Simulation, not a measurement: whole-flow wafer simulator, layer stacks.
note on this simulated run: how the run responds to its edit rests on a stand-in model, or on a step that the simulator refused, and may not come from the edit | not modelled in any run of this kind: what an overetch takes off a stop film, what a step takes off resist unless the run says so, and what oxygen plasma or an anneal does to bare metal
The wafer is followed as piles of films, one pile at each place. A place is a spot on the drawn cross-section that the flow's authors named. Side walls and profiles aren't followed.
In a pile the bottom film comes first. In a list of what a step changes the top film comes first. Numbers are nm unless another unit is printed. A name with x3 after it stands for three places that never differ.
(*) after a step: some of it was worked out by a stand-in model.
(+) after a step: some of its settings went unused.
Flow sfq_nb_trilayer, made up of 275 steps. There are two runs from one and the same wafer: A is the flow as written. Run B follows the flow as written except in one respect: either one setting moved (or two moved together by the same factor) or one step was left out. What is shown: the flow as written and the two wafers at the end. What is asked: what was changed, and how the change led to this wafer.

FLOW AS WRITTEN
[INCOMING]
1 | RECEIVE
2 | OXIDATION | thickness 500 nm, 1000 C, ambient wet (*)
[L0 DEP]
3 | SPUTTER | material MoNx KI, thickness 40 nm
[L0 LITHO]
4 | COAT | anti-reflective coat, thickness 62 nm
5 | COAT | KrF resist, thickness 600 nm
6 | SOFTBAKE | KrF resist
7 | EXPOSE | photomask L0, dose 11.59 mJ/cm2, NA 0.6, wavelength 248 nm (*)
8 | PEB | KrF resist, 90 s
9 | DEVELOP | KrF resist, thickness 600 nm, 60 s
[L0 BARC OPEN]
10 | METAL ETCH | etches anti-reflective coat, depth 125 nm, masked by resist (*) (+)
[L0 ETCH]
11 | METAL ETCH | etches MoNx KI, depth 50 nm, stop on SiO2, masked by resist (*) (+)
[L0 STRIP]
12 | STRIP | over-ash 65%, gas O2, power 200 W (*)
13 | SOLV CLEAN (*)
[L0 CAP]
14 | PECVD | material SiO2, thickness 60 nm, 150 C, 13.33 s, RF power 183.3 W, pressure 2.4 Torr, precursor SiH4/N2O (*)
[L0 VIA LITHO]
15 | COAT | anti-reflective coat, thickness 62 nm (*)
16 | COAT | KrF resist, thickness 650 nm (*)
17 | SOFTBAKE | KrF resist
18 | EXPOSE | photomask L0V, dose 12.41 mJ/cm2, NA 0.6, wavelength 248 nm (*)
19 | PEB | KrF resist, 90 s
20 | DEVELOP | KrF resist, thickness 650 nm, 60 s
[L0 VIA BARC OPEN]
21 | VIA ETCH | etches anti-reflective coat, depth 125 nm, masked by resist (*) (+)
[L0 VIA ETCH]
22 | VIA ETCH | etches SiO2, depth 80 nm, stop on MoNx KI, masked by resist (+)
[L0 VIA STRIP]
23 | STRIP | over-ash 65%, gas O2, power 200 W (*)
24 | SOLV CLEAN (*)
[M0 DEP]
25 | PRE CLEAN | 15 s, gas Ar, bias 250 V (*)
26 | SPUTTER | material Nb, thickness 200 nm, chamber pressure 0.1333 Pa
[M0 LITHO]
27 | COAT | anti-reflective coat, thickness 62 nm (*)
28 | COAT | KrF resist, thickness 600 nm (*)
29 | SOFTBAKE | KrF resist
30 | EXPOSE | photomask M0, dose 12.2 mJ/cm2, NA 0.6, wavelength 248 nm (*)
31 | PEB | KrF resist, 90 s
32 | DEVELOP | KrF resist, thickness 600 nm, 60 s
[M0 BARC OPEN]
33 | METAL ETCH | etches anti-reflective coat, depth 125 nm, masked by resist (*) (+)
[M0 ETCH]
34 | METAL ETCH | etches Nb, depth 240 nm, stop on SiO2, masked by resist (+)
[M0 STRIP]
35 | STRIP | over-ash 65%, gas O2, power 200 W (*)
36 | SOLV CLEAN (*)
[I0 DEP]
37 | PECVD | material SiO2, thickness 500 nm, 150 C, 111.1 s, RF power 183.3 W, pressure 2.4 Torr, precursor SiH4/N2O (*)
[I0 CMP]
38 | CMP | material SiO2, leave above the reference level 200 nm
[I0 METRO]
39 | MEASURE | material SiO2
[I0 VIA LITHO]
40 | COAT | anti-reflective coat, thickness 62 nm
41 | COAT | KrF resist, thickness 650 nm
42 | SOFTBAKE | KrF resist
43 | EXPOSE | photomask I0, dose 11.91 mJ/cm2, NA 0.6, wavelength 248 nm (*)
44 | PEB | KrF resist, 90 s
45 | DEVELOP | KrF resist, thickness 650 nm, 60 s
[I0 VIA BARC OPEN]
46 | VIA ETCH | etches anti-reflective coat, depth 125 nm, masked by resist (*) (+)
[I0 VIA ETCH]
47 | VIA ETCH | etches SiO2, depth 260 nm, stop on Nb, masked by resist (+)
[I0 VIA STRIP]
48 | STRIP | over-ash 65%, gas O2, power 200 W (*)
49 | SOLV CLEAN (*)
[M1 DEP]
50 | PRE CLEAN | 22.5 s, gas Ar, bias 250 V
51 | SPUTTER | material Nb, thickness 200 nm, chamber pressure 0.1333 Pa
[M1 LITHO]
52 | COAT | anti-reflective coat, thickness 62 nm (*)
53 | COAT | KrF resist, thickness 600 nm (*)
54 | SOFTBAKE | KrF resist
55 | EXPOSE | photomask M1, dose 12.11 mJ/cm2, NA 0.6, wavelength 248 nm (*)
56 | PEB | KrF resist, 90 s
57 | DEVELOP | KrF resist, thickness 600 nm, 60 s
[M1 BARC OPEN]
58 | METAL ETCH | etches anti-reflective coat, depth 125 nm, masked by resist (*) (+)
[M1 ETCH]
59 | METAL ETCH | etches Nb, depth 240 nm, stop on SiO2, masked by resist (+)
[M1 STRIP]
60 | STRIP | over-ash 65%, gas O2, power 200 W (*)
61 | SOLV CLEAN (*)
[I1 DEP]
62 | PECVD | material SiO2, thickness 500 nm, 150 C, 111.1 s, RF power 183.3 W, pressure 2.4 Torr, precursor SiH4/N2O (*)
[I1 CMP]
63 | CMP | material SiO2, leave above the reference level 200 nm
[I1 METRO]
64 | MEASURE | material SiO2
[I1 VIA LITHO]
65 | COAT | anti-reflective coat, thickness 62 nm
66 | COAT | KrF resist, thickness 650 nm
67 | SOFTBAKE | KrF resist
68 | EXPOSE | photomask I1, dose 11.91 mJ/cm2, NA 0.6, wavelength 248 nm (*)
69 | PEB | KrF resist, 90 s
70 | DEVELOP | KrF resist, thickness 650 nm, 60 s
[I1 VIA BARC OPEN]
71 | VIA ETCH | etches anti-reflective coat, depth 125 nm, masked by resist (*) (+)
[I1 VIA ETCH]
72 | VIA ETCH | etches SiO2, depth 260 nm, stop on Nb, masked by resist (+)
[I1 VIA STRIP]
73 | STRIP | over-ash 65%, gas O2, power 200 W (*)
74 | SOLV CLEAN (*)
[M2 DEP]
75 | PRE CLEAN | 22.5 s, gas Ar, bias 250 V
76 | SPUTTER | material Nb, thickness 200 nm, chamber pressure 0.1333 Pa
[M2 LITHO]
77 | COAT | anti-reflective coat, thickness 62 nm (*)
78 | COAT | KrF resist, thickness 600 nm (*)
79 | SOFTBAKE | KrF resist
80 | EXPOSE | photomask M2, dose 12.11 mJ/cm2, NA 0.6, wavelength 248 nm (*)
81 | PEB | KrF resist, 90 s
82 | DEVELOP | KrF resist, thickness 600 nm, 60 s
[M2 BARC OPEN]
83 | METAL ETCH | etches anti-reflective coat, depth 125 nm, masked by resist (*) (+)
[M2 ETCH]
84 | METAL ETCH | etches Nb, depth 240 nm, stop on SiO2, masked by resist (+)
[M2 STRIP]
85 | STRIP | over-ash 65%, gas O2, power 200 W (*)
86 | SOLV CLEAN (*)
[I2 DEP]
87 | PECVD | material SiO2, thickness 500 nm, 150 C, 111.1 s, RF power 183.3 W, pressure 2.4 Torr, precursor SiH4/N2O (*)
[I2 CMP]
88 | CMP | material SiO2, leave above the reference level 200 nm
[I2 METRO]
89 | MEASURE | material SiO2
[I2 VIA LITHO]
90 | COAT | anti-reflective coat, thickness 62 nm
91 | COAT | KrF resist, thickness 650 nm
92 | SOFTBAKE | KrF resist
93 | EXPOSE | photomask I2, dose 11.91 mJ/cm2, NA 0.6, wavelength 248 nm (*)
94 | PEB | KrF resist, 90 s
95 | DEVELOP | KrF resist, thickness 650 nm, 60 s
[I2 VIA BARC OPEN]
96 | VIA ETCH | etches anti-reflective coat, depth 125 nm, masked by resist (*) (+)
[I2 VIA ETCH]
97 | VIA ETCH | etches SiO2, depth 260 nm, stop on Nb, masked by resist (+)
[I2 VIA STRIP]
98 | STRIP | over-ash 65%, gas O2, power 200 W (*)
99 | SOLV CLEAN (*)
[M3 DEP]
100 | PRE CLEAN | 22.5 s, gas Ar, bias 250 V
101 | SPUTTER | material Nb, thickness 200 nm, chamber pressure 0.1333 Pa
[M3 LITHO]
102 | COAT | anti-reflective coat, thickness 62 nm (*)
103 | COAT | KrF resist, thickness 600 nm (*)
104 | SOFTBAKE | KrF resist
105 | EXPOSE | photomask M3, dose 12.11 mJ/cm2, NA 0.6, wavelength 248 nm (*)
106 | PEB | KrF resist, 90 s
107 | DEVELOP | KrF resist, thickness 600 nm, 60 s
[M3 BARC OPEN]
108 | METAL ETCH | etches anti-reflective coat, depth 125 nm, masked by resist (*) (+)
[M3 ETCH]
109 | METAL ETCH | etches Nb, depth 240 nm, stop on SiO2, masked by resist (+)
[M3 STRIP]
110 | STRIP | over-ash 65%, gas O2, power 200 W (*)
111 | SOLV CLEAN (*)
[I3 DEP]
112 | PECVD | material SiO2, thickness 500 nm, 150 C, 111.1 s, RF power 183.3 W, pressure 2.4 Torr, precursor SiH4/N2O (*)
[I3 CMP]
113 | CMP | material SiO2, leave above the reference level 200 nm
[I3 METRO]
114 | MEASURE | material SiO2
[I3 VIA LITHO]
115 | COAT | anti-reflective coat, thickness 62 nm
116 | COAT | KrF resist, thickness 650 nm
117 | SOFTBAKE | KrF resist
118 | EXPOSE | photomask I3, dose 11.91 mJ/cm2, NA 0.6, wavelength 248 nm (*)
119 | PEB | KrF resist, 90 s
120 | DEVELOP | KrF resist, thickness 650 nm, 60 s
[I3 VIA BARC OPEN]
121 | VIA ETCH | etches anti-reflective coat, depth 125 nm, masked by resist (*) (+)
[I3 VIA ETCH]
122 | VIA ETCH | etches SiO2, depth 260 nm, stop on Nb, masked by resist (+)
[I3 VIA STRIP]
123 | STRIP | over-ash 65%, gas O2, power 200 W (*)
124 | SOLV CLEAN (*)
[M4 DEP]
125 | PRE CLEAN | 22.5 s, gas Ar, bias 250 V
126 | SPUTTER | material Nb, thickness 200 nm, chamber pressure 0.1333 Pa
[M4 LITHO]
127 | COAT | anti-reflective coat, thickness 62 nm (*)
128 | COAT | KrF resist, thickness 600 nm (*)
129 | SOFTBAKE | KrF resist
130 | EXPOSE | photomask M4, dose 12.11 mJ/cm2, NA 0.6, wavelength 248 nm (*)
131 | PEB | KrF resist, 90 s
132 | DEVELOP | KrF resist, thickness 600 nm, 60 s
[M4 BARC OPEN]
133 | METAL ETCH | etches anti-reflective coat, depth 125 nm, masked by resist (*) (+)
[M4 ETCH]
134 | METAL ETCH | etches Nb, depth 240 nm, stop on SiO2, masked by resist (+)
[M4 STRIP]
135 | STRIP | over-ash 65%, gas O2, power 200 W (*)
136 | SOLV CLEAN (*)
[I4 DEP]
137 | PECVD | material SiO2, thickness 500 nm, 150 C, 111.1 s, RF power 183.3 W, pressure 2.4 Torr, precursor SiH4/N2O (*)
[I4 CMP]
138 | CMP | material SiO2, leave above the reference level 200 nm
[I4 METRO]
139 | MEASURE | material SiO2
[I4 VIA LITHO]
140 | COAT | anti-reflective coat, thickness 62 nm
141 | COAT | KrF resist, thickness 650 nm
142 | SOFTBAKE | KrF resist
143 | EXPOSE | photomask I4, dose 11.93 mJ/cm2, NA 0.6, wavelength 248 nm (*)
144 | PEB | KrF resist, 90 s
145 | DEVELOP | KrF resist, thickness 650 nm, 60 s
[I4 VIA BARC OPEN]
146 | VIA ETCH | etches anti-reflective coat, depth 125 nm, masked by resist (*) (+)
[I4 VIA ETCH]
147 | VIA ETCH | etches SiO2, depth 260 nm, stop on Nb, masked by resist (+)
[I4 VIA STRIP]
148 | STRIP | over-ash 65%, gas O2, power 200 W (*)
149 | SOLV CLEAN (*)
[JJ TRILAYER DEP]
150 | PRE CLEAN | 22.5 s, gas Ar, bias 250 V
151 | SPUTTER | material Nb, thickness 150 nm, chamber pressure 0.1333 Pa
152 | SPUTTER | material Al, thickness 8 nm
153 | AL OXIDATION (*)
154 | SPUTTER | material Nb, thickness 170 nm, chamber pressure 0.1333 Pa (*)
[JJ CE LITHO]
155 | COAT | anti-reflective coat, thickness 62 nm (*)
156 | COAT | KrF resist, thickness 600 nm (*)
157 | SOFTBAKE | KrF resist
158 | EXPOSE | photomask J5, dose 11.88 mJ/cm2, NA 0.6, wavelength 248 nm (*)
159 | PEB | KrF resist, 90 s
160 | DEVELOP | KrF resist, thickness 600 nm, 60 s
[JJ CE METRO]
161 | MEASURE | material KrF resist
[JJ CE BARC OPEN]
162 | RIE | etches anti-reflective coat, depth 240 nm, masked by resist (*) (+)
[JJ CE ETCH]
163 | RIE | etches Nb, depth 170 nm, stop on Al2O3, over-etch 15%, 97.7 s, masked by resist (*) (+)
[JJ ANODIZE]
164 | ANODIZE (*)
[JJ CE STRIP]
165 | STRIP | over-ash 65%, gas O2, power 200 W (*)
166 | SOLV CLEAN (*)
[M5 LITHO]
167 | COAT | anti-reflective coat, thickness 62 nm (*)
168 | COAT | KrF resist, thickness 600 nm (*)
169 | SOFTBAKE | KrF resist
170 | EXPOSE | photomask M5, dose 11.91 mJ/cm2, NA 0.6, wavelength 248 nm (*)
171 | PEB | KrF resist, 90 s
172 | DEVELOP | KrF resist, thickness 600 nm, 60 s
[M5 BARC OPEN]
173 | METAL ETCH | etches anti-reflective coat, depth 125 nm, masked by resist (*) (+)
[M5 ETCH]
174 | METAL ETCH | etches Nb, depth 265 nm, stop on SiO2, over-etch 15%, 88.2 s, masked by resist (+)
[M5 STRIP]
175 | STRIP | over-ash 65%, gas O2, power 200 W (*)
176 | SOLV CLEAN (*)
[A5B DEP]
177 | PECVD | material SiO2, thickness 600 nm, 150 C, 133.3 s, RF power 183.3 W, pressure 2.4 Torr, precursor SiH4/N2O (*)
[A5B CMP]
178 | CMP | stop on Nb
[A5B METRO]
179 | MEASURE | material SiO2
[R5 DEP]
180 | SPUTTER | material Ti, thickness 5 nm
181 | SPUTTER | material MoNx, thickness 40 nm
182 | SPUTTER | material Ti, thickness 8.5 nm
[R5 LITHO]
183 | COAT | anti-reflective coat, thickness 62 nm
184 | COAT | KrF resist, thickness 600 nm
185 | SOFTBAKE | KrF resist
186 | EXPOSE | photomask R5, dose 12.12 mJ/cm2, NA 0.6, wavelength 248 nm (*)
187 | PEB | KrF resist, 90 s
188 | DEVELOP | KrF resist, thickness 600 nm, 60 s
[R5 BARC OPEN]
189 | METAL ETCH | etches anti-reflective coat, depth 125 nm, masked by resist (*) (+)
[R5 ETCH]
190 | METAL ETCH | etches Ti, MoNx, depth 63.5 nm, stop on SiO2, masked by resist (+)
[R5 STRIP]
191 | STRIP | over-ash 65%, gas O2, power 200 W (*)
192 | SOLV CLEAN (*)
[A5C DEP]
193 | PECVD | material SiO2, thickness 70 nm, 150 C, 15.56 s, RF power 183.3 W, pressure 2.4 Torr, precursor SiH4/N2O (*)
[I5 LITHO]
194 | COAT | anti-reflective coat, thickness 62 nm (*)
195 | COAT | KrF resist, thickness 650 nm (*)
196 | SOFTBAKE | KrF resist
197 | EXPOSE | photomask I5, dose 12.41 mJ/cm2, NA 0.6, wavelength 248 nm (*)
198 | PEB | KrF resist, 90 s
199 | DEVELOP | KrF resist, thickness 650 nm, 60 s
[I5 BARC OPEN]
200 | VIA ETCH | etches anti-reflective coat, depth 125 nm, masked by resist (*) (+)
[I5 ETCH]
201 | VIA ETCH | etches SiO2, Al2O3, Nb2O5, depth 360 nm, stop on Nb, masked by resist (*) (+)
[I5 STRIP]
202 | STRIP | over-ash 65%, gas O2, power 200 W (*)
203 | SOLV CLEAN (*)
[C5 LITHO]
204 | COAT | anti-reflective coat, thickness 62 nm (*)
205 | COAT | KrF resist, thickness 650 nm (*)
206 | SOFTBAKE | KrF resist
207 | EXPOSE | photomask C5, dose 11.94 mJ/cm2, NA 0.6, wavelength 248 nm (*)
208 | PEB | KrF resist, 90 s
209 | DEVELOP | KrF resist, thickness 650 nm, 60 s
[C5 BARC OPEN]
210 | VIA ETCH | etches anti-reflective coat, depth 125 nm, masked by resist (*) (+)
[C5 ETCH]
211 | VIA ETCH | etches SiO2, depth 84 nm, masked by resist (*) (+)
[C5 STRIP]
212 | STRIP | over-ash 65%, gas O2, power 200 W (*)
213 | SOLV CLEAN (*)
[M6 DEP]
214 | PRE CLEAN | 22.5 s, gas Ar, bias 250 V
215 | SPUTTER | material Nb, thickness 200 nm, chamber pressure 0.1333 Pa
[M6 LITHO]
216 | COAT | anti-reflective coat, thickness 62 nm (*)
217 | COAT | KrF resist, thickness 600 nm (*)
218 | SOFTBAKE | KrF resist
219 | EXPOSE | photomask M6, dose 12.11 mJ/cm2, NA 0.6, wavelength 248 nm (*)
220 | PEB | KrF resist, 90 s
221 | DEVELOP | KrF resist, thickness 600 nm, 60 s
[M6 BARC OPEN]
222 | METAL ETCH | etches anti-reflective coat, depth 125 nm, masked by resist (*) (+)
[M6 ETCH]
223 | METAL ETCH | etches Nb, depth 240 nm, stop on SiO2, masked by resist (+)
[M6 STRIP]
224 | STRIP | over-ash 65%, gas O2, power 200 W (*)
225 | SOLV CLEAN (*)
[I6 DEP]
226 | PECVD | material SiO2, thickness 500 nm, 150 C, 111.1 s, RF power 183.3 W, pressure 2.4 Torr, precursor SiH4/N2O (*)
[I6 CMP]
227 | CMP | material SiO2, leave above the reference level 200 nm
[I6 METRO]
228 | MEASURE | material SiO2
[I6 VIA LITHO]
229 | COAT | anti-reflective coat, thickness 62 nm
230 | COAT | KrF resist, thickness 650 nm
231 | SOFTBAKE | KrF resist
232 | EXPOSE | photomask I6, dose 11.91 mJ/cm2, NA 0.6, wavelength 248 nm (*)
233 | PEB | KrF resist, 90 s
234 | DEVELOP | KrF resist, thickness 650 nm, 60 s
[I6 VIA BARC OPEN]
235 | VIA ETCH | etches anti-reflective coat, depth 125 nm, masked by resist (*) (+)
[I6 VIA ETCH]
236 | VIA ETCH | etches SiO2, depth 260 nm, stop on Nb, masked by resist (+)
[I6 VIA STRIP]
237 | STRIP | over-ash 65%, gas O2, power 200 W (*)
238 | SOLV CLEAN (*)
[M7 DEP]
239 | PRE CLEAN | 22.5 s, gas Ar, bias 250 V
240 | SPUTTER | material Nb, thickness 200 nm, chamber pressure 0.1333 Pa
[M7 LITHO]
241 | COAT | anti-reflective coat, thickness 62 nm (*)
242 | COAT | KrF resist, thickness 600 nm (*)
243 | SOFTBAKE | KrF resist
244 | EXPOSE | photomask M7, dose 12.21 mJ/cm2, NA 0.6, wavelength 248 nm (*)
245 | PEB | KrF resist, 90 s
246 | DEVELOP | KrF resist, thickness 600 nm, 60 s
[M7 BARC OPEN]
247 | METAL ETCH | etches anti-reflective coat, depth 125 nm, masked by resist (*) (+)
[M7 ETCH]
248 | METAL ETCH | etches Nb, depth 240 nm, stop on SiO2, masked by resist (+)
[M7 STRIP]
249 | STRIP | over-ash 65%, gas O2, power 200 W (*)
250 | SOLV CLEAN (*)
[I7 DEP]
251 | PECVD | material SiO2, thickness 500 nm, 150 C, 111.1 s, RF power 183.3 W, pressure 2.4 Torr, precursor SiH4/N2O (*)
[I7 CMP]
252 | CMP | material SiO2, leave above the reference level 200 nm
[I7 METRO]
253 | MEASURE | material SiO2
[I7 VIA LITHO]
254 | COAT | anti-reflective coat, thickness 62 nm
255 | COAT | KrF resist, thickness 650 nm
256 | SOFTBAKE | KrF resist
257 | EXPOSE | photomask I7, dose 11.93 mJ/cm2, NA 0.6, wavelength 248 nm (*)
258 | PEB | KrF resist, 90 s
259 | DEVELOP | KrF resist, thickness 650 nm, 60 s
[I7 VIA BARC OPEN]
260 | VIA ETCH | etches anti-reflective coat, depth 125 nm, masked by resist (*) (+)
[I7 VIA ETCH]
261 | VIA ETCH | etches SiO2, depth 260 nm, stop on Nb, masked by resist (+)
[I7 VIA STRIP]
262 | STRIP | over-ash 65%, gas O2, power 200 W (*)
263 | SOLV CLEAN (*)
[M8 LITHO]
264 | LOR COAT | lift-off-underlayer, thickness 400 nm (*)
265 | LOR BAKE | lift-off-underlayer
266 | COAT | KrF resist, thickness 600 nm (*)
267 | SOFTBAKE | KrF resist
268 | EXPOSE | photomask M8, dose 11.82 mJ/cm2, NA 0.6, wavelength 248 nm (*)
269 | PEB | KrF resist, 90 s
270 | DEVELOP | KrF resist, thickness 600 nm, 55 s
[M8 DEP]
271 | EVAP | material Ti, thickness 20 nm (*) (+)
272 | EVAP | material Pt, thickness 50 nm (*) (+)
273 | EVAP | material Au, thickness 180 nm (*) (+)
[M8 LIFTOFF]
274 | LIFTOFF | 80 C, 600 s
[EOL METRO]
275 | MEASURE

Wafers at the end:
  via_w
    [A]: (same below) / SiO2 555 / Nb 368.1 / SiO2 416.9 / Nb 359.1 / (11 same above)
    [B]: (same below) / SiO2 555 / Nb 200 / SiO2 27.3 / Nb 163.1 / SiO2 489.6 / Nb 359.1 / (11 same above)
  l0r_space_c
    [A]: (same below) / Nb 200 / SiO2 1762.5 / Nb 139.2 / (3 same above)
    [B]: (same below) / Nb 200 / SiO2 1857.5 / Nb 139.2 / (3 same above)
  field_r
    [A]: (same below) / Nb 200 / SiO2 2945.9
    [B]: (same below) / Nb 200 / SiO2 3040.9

What caused this: step 38, CMP: leave above the reference level 295 nm was run, while the flow as written has leave above the reference level 200 nm.

The path from the change to this, step by step:
  38 | CMP | material SiO2, leave above the reference level 200 nm
      v_sur, via_wl, via_w and 94 more: A SiO2 loses 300 | B SiO2 loses 205
      field_l, l0_sur, l0r_line_l, l0r_line_c, l0r_line_r: A SiO2 loses 340 | B SiO2 loses 245
      (also at 4 further places)
  47 | VIA ETCH | etches SiO2, depth 260 nm, stop on Nb, masked by resist (+)
      via_w: A SiO2 loses 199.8 (all of it) | B SiO2 loses 260
  50 | PRE CLEAN | 22.5 s, gas Ar, bias 250 V
      via_w: A Nb loses 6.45 | B SiO2 loses 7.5
  51 | SPUTTER | material Nb, thickness 200 nm, chamber pressure 0.1333 Pa
      via_w: A Nb gains 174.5 | B Nb gains 163.1 (new film)
  52 | COAT | anti-reflective coat, thickness 62 nm (*)
      via_w: A anti-reflective coat gains 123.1 (new film) | B anti-reflective coat gains 136.1 (new film)
      via_wr: A anti-reflective coat gains 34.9 (new film) | B anti-reflective coat gains 33.2 (new film)
  53 | COAT | KrF resist, thickness 600 nm (*)
      via_w: A KrF resist gains 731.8 (new film) | B KrF resist gains 781.6 (new film)
  60 | STRIP | over-ash 65%, gas O2, power 200 W (*)
      via_w: A KrF resist loses 513.8 (all of it), anti-reflective coat loses 123.1 (all of it) | B KrF resist loses 563.6 (all of it), anti-reflective coat loses 136.1 (all of it)
      via_wr: A KrF resist loses 384.4 (all of it), anti-reflective coat loses 34.9 (all of it) | B KrF resist loses 378.6 (all of it), anti-reflective coat loses 33.2 (all of it)
  62 | PECVD | material SiO2, thickness 500 nm, 150 C, 111.1 s, RF power 183.3 W, pressure 2.4 Torr, precursor SiH4/N2O (*)
      via_w: A SiO2 gains 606 (new film) | B SiO2 gains 678.7 (new film)
If metal films that touch count as one body, via_w has 6 bodies (between them, from the top down: SiO2 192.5; SiO2 427.3 / Al2O3 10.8 / Nb2O5 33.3; SiO2 425.9; SiO2 489.6; SiO2 27.3); the flow as written gives 5 bodies (between them, from the top down: SiO2 192.5; SiO2 427.3 / Al2O3 10.8 / Nb2O5 33.3; SiO2 425.9; SiO2 416.9).
